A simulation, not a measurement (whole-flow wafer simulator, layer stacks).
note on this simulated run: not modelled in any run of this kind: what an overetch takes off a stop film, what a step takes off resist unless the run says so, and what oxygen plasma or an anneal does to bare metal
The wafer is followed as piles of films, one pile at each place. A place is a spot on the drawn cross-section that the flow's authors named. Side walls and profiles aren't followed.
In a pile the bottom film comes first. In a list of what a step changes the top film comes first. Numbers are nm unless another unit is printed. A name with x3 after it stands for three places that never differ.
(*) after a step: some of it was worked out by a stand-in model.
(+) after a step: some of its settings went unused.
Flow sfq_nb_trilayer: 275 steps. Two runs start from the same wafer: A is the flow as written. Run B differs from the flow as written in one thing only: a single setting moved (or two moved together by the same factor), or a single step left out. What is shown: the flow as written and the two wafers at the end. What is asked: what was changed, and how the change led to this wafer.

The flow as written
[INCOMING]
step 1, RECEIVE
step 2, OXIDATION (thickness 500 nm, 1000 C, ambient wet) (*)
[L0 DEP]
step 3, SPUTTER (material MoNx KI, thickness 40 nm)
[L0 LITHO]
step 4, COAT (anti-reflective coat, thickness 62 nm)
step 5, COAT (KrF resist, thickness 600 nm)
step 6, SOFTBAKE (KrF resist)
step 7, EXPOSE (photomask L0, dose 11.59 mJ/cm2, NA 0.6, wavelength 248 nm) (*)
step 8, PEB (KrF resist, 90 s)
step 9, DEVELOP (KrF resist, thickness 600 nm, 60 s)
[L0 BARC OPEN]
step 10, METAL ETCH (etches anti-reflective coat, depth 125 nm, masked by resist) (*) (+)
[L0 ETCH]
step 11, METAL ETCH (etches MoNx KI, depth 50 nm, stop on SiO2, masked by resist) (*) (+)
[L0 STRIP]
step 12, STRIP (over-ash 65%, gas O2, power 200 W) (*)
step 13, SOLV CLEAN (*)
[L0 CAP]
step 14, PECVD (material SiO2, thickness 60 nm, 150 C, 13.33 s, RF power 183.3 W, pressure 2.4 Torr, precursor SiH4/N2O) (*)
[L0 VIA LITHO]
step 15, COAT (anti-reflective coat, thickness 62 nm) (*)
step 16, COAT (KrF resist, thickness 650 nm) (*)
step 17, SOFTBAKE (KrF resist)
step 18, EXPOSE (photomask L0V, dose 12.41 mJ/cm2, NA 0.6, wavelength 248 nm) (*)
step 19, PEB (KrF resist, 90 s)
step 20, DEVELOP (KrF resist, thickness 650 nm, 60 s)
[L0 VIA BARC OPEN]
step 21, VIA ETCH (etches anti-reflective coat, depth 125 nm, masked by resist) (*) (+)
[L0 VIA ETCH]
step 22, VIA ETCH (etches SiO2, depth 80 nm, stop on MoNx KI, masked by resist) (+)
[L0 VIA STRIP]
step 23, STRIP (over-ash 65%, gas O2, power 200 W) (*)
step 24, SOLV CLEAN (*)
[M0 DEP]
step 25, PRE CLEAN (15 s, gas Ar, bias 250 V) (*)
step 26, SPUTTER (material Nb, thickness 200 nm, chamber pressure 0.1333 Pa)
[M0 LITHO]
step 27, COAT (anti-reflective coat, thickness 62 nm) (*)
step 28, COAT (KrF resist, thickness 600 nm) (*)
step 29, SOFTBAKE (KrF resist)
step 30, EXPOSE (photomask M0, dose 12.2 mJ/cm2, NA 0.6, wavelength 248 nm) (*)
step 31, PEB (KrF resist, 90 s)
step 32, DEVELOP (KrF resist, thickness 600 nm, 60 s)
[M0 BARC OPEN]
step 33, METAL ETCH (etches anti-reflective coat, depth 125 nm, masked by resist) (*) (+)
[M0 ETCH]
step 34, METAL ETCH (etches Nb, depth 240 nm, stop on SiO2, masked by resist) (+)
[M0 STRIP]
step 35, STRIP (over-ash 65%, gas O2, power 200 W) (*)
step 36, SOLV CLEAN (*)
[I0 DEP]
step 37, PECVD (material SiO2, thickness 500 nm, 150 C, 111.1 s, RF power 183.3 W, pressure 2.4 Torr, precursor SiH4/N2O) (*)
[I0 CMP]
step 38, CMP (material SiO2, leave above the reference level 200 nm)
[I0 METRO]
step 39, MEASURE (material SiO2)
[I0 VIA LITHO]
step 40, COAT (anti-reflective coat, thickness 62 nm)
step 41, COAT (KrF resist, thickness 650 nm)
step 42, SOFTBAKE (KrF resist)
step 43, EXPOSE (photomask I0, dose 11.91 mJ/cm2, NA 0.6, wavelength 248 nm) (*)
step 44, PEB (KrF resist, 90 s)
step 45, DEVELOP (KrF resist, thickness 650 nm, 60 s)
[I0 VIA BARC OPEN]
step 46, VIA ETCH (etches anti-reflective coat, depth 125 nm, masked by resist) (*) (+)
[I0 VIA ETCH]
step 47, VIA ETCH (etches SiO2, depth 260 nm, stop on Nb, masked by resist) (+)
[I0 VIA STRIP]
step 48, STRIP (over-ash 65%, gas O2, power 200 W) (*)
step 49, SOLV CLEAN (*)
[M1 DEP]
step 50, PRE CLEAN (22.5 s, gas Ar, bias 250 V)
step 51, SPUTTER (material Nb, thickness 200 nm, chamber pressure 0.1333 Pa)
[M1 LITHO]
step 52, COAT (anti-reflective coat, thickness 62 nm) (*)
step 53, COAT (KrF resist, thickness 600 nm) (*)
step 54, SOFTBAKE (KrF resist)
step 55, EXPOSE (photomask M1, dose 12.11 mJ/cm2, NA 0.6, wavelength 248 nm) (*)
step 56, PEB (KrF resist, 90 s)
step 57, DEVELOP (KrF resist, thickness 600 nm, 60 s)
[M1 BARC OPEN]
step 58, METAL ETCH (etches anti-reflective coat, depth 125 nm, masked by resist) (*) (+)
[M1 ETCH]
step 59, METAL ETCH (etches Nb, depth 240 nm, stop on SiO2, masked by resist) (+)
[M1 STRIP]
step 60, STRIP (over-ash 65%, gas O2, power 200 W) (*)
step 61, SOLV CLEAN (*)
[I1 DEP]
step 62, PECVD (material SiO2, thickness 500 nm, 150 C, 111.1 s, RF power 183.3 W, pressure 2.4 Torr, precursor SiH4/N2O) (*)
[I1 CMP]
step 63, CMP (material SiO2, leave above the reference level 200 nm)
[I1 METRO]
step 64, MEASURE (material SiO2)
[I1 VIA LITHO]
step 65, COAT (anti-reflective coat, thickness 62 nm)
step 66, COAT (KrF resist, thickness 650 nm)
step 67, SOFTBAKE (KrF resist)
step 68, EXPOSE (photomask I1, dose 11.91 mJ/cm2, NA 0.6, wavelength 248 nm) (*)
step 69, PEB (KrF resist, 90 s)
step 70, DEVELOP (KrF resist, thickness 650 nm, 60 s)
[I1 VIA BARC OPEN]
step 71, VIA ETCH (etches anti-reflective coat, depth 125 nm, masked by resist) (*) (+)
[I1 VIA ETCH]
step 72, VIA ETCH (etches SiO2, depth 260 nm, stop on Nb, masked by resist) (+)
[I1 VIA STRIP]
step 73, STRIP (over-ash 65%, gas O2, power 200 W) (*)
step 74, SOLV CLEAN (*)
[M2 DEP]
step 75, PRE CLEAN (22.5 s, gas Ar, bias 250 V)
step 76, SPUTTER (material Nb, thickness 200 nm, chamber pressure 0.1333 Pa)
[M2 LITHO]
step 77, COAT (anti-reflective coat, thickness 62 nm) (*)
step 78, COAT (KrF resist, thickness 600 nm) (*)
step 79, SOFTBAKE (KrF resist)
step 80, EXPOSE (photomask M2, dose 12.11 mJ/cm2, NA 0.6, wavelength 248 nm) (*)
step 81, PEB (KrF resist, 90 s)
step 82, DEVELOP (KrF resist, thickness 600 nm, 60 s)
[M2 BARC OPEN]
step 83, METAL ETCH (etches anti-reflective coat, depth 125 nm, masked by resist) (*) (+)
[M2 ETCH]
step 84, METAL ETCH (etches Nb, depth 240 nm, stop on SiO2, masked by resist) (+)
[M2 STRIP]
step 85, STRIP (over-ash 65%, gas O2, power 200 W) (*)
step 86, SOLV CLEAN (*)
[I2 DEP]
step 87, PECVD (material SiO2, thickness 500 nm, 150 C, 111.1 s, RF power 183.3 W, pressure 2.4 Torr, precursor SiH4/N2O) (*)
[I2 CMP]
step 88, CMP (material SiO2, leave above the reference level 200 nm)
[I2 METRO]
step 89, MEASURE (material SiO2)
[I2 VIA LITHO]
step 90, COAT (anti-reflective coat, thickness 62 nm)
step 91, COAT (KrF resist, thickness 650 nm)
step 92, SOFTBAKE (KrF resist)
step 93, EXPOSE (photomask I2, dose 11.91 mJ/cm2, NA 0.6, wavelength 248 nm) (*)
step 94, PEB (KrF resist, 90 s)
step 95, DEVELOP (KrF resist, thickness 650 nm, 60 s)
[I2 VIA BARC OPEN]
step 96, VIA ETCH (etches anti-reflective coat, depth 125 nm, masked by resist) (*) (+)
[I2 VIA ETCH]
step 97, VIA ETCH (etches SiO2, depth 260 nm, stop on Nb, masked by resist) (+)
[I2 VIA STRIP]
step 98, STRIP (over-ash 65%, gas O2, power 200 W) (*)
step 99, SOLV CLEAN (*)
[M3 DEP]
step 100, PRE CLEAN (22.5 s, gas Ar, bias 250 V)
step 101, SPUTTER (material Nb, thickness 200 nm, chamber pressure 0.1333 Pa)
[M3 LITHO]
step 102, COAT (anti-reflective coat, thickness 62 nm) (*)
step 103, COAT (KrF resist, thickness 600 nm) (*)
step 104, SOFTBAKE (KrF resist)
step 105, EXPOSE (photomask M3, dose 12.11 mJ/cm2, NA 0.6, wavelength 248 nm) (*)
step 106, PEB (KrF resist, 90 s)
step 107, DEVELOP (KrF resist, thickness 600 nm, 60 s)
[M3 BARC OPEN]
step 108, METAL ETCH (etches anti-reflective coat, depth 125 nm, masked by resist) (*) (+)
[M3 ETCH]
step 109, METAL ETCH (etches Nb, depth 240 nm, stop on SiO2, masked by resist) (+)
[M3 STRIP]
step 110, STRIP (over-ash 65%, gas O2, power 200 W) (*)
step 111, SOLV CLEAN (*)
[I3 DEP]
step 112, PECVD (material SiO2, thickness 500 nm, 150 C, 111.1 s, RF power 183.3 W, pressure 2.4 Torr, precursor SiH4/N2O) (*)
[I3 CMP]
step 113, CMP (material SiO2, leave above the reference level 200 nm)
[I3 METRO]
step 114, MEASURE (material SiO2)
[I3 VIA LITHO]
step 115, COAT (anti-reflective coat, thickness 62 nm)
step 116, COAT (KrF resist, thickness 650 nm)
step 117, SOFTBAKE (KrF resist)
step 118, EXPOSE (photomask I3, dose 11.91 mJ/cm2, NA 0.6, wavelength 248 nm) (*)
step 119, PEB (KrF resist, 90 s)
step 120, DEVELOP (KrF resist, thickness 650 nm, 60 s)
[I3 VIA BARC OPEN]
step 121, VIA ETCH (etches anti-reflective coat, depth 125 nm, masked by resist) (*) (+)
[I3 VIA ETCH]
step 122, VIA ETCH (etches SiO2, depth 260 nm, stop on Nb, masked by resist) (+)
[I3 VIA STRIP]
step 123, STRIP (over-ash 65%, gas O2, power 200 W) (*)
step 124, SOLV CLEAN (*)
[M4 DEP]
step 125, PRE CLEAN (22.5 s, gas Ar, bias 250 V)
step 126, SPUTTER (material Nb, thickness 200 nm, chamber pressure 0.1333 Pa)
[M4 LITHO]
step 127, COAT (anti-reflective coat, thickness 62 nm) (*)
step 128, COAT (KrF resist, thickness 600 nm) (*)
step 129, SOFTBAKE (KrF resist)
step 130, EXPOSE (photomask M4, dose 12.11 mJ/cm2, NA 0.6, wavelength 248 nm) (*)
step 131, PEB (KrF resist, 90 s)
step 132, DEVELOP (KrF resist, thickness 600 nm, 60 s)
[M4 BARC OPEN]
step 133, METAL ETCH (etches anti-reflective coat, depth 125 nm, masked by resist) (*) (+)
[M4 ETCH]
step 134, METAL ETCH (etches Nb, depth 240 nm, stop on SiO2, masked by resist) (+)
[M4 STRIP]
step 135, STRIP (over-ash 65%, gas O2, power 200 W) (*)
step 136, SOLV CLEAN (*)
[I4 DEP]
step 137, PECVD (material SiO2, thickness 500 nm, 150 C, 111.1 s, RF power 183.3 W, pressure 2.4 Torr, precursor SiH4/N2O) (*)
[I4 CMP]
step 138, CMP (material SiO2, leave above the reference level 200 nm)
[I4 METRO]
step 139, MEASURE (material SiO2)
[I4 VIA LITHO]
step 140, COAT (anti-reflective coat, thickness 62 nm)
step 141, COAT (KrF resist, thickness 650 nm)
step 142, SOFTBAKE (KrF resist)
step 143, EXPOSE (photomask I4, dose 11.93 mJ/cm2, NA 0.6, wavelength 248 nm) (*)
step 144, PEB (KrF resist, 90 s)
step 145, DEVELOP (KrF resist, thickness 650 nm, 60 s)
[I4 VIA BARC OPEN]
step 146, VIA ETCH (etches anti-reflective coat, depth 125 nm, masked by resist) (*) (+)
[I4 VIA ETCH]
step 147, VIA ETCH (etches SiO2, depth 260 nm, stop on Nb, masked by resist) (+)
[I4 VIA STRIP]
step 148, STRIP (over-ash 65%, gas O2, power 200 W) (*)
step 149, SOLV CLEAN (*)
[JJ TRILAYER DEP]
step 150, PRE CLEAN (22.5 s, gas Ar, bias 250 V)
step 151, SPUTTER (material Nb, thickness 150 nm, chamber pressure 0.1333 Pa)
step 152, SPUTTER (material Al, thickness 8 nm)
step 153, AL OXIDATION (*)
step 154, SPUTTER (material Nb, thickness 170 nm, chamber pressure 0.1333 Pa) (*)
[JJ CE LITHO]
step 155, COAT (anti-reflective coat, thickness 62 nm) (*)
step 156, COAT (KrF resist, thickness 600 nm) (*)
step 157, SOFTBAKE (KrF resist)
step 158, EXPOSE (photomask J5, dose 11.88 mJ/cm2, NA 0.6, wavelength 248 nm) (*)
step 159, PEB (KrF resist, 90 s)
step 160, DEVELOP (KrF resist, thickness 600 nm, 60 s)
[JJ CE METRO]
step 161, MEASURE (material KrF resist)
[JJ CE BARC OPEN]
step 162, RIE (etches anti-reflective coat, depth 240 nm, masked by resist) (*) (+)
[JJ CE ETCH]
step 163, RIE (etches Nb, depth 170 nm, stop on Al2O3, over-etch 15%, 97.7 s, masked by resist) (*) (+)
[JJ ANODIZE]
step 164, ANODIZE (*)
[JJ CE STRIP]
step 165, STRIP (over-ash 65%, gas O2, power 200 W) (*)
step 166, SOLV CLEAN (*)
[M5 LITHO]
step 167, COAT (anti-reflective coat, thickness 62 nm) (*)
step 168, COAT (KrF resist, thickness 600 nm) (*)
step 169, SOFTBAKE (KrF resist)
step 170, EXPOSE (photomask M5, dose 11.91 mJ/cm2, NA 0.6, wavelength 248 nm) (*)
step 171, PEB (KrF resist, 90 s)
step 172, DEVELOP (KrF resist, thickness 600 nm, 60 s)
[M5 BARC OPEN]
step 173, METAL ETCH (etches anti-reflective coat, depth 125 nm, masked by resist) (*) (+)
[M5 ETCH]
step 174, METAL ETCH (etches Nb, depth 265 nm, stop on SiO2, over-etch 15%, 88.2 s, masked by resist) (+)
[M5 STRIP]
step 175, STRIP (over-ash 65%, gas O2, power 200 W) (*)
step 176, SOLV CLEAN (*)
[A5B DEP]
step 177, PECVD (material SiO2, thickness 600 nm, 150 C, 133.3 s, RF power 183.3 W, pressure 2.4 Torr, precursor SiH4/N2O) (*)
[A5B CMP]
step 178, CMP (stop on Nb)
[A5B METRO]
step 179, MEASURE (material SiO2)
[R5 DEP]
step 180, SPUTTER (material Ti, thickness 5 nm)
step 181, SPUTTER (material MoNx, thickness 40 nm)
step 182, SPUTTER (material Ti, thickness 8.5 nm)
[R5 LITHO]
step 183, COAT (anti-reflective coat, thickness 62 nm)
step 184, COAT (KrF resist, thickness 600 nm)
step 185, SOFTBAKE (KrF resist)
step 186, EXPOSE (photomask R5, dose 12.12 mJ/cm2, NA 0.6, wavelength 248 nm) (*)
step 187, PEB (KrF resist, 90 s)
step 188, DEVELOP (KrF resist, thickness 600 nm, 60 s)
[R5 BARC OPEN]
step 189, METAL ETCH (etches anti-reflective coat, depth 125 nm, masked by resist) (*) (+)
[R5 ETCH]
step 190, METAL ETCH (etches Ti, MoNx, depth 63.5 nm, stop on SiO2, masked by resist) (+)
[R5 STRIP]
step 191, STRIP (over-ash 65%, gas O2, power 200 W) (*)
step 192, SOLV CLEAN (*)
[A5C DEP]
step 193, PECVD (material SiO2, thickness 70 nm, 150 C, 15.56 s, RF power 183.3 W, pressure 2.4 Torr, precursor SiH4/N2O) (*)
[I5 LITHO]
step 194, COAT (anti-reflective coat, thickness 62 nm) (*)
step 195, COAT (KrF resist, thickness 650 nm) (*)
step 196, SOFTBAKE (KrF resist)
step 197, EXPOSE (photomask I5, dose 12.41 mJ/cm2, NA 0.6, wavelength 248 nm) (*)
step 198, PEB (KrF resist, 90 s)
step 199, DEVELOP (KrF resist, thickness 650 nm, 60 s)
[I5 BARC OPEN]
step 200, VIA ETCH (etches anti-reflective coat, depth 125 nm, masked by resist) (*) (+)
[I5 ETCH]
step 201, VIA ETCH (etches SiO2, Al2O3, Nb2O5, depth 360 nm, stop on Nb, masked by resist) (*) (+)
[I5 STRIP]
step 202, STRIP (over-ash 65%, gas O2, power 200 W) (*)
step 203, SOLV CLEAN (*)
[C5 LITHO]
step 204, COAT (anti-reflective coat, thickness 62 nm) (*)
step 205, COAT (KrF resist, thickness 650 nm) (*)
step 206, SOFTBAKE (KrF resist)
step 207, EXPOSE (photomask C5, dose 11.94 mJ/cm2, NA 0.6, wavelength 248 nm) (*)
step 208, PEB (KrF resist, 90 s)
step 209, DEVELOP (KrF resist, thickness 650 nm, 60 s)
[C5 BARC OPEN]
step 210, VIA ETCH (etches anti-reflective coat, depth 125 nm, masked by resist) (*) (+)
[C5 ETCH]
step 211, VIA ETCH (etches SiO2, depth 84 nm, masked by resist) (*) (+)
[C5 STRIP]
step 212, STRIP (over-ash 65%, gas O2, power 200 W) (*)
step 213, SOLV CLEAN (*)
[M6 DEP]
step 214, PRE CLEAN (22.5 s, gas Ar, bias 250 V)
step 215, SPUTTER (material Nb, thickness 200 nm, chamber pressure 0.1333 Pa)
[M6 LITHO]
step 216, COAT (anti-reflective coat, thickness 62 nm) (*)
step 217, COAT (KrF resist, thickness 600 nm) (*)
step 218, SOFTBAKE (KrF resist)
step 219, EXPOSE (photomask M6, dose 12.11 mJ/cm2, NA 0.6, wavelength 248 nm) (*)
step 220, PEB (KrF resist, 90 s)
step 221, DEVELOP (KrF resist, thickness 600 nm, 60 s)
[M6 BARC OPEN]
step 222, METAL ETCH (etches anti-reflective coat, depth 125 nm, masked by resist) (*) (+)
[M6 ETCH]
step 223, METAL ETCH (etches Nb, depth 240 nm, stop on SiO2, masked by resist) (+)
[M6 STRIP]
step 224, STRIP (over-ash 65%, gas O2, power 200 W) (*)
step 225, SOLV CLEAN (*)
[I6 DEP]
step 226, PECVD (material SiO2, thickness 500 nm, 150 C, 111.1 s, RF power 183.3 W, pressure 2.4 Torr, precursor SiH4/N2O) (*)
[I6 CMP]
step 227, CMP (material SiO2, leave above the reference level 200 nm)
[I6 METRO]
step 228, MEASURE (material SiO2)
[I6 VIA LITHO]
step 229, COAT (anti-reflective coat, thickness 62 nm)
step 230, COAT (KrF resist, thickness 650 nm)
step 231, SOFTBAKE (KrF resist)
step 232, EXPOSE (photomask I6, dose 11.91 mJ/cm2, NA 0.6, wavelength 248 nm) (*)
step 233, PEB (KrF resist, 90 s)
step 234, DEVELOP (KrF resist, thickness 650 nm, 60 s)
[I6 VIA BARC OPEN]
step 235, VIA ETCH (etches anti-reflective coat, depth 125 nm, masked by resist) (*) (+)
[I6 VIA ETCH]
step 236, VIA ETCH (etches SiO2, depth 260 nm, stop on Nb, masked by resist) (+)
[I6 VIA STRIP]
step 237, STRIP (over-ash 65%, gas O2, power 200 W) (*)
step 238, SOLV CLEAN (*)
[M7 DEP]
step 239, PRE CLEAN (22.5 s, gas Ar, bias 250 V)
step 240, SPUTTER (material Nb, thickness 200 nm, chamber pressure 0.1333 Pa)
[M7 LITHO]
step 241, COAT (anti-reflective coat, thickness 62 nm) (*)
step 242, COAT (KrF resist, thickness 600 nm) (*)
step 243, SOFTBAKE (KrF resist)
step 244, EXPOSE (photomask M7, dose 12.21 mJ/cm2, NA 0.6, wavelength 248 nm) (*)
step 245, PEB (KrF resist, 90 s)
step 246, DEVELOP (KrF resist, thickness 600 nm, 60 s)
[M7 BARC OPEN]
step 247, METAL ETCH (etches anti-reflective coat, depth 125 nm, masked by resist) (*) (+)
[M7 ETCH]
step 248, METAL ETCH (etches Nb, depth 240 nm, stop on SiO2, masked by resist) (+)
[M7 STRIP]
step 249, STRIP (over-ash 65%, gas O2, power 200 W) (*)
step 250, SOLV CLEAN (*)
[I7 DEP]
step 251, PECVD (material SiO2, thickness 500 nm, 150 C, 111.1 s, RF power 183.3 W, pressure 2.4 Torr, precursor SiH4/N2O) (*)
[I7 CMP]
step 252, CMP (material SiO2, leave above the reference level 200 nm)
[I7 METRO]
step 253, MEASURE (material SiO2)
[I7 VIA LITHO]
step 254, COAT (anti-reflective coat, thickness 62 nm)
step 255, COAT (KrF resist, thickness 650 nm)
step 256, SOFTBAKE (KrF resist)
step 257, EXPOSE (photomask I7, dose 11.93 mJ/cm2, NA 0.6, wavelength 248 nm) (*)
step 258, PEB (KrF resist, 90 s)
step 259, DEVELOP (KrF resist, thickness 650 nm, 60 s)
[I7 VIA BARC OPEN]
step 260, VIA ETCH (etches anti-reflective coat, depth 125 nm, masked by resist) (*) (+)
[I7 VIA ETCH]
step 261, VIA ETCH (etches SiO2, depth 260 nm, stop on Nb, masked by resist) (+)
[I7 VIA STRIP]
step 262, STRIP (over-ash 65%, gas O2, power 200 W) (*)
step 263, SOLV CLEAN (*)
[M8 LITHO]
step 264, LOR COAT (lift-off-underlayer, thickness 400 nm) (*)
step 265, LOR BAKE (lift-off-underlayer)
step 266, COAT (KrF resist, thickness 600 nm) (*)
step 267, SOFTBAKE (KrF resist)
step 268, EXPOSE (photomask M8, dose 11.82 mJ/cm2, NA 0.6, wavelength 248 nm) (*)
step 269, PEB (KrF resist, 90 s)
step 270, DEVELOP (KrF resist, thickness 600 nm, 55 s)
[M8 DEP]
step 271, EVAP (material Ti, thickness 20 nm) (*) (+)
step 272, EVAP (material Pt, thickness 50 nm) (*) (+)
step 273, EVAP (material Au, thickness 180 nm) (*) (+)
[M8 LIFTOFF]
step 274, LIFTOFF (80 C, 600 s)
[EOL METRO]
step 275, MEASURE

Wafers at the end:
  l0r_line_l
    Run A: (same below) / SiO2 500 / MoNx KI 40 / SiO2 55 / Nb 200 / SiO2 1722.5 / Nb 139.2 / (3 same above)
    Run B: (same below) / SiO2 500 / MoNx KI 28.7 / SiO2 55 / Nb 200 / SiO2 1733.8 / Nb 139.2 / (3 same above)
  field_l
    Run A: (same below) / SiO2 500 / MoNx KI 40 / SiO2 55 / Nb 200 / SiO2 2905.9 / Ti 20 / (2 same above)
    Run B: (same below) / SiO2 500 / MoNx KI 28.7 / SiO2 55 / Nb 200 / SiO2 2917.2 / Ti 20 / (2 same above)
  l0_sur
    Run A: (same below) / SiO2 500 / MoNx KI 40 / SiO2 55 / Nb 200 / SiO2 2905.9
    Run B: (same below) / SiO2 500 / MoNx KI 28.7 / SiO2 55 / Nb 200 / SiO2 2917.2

Cause: step 3, SPUTTER: thickness 28.7 nm was run, though the flow has thickness 40 nm.
The wafer itself shows it: l0r_line_l has MoNx KI 28.7, and step 3 as written asks for 40 nm.

Step by step, how the change led to this:
  step 3, SPUTTER (material MoNx KI, thickness 40 nm)
      field_l, v_sur, via_wl and 103 more: A +40 MoNx KI (new film) | B +28.7 MoNx KI (new film)
  step 11, METAL ETCH (etches MoNx KI, depth 50 nm, stop on SiO2, masked by resist) (*) (+)
      v_sur, via_wl, via_w and 97 more: A -40 MoNx KI (all of it) | B -28.7 MoNx KI (all of it)
      field_l, l0_sur, l0v, l0r_line_l, l0r_line_c, l0r_line_r: A -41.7 KrF resist | B -35.9 KrF resist
  step 15, COAT (anti-reflective coat, thickness 62 nm) (*)
      field_l: A +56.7 anti-reflective coat (new film) | B +58 anti-reflective coat (new film)
      v_sur: A +72.2 anti-reflective coat (new film) | B +69.4 anti-reflective coat (new film)
      (also at 3 further places)
  step 23, STRIP (over-ash 65%, gas O2, power 200 W) (*)
      field_l: A -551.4 KrF resist (all of it), -56.7 anti-reflective coat (all of it) | B -553.8 KrF resist (all of it), -58 anti-reflective coat (all of it)
      v_sur: A -570.5 KrF resist (all of it), -72.2 anti-reflective coat (all of it) | B -567.2 KrF resist (all of it), -69.4 anti-reflective coat (all of it)
      (also at 3 further places)
  step 27, COAT (anti-reflective coat, thickness 62 nm) (*)
      field_l: A +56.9 anti-reflective coat (new film) | B +58.2 anti-reflective coat (new film)
      v_sur: A +72.3 anti-reflective coat (new film) | B +69.5 anti-reflective coat (new film)
      (also at 3 further places)
  step 35, STRIP (over-ash 65%, gas O2, power 200 W) (*)
      field_l: A -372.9 KrF resist (all of it), -56.9 anti-reflective coat (all of it) | B -375.6 KrF resist (all of it), -58.2 anti-reflective coat (all of it)
      v_sur: A -391.6 KrF resist (all of it), -72.3 anti-reflective coat (all of it) | B -388.8 KrF resist (all of it), -69.5 anti-reflective coat (all of it)
      (also at 3 further places)
  step 38, CMP (material SiO2, leave above the reference level 200 nm)
      field_l, l0_sur, l0r_line_l, l0r_line_c, l0r_line_r: A -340 SiO2 | B -328.7 SiO2
      l0v: A -277.8 SiO2 | B -266.5 SiO2
